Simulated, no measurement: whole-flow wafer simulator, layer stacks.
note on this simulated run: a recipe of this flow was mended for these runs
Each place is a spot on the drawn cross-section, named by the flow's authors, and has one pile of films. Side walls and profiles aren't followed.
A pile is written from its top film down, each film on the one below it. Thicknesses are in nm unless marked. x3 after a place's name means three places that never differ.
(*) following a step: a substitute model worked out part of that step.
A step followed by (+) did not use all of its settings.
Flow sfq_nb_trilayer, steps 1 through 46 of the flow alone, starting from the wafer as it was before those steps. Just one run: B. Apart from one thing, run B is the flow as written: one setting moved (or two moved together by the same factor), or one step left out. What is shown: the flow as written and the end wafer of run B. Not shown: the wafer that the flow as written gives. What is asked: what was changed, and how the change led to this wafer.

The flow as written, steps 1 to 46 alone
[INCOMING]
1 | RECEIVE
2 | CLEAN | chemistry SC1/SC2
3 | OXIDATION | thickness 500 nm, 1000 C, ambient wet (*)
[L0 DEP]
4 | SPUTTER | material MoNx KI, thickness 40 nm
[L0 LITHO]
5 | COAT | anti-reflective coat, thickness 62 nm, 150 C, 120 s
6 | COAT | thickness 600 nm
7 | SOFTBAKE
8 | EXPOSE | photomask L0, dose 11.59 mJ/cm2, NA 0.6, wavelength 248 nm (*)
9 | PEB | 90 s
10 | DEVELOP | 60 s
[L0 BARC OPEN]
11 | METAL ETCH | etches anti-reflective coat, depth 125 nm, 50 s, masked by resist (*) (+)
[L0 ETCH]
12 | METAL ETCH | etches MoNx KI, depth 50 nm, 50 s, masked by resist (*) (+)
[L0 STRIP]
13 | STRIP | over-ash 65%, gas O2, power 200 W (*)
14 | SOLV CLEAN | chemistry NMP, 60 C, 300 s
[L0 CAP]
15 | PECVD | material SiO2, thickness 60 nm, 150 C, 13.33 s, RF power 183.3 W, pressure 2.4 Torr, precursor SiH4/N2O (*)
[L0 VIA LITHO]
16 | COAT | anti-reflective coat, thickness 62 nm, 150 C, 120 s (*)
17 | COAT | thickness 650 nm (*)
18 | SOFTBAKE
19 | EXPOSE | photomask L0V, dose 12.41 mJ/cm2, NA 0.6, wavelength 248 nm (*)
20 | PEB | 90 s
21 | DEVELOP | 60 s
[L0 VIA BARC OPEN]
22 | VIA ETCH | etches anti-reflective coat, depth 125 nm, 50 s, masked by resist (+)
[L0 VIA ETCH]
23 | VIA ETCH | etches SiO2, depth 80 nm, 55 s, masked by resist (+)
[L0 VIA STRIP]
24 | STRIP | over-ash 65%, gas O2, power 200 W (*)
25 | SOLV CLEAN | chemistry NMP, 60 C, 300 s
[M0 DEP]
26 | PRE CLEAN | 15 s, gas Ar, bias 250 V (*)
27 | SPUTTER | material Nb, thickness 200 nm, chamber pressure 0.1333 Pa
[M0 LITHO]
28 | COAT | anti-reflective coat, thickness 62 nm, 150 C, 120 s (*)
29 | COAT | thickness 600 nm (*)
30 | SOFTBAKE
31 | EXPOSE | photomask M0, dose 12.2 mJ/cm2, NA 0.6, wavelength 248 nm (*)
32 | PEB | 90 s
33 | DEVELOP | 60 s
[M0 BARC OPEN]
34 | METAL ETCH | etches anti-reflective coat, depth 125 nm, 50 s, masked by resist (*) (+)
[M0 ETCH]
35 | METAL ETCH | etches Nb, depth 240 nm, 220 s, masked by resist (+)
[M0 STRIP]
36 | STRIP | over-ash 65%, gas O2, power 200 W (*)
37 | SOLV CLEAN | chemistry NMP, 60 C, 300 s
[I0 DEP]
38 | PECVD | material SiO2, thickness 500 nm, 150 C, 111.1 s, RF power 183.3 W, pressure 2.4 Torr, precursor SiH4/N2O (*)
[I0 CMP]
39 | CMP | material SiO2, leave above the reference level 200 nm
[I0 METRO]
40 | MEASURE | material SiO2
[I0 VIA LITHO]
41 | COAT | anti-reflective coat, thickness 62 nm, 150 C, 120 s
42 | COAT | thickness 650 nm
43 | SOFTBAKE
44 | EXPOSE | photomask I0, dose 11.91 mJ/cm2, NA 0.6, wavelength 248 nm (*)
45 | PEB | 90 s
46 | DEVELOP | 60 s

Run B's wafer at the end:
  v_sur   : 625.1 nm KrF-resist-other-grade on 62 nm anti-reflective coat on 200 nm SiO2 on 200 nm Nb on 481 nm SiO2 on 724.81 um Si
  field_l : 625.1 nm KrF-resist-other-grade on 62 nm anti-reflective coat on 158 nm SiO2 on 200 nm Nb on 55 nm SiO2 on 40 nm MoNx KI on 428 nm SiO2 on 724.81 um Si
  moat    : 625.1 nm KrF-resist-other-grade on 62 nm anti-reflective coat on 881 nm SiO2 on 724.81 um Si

The reason: step 3, OXIDATION: thickness 428 nm was run, while the flow as written has thickness 500 nm.
One can read it off the wafer: field_l has SiO2 428, and step 3 as written asks for 500 nm.

The path from the change to this, step by step:
  3 | OXIDATION | thickness 500 nm, 1000 C, ambient wet (*)
      field_l, v_sur, via_wl and 103 more: SiO2 gains 428 (new film), chemical SiO2 loses 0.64 (all of it), Si loses 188 (in the flow as written it would be: SiO2 gains 500 (new film), chemical SiO2 loses 0.64 (all of it), Si loses 219.7)
